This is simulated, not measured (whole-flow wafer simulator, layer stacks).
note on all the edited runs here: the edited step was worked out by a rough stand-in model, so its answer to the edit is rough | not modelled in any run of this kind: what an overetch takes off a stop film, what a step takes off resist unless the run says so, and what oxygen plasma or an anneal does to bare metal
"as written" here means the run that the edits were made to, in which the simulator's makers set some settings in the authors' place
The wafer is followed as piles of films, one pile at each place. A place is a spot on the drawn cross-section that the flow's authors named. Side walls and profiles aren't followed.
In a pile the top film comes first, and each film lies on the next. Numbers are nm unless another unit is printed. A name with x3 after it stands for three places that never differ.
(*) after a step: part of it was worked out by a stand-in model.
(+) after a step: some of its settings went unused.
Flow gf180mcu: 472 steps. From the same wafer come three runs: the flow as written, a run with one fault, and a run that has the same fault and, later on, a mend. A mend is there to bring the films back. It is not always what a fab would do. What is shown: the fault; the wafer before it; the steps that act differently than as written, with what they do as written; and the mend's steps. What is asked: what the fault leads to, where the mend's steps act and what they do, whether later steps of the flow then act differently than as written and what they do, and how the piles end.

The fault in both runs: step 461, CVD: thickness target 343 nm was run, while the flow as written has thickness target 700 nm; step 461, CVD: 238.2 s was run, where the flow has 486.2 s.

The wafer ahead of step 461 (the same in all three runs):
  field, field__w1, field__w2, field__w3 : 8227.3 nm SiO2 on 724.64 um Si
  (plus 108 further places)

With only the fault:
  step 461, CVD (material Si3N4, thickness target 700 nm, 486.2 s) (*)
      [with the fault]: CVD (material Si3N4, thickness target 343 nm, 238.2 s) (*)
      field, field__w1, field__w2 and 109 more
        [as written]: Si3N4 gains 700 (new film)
        [with the fault]: Si3N4 gains 343.1 (new film)
  Steps further on in the flow that do not act as written (4 more steps, not shown, differ only slightly: by at most 2% or 0.5 nm, whichever is larger):
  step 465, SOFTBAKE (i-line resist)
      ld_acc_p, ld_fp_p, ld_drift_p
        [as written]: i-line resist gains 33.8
        [with the fault]: i-line resist gains 31.9
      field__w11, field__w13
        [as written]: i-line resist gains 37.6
        [with the fault]: i-line resist gains 35.7
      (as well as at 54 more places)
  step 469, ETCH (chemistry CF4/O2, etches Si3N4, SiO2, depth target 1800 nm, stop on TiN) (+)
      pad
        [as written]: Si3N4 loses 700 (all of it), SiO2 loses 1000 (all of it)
        [with the fault]: Si3N4 loses 343.1 (all of it), SiO2 loses 1000 (all of it)
  At field, field__w1, field__w2 and 108 more, the piles at the end differ from the flow's by more than 2% or 0.5 nm, whichever is larger.
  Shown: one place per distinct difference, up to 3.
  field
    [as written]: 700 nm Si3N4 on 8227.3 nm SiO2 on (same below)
    [with the fault]: 343.1 nm Si3N4 on 8227.3 nm SiO2 on (same below)
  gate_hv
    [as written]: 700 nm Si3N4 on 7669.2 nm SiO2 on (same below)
    [with the fault]: 343.1 nm Si3N4 on 7669.2 nm SiO2 on (same below)
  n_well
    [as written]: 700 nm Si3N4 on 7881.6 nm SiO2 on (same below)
    [with the fault]: 343.1 nm Si3N4 on 7881.6 nm SiO2 on (same below)

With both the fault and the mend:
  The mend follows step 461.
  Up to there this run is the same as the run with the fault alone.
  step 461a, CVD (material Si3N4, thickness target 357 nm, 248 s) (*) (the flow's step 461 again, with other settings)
      field, field__w1, field__w2 and 109 more
        Si3N4 gains 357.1
  Later steps of the flow that are run all act as written at every place that is followed, up to a difference of at most 2% or 0.5 nm, whichever is larger.
  When the end is reached, the piles differ only a little from the flow's at the places that both follow, at most by 2% or 0.5 nm, whichever is larger.
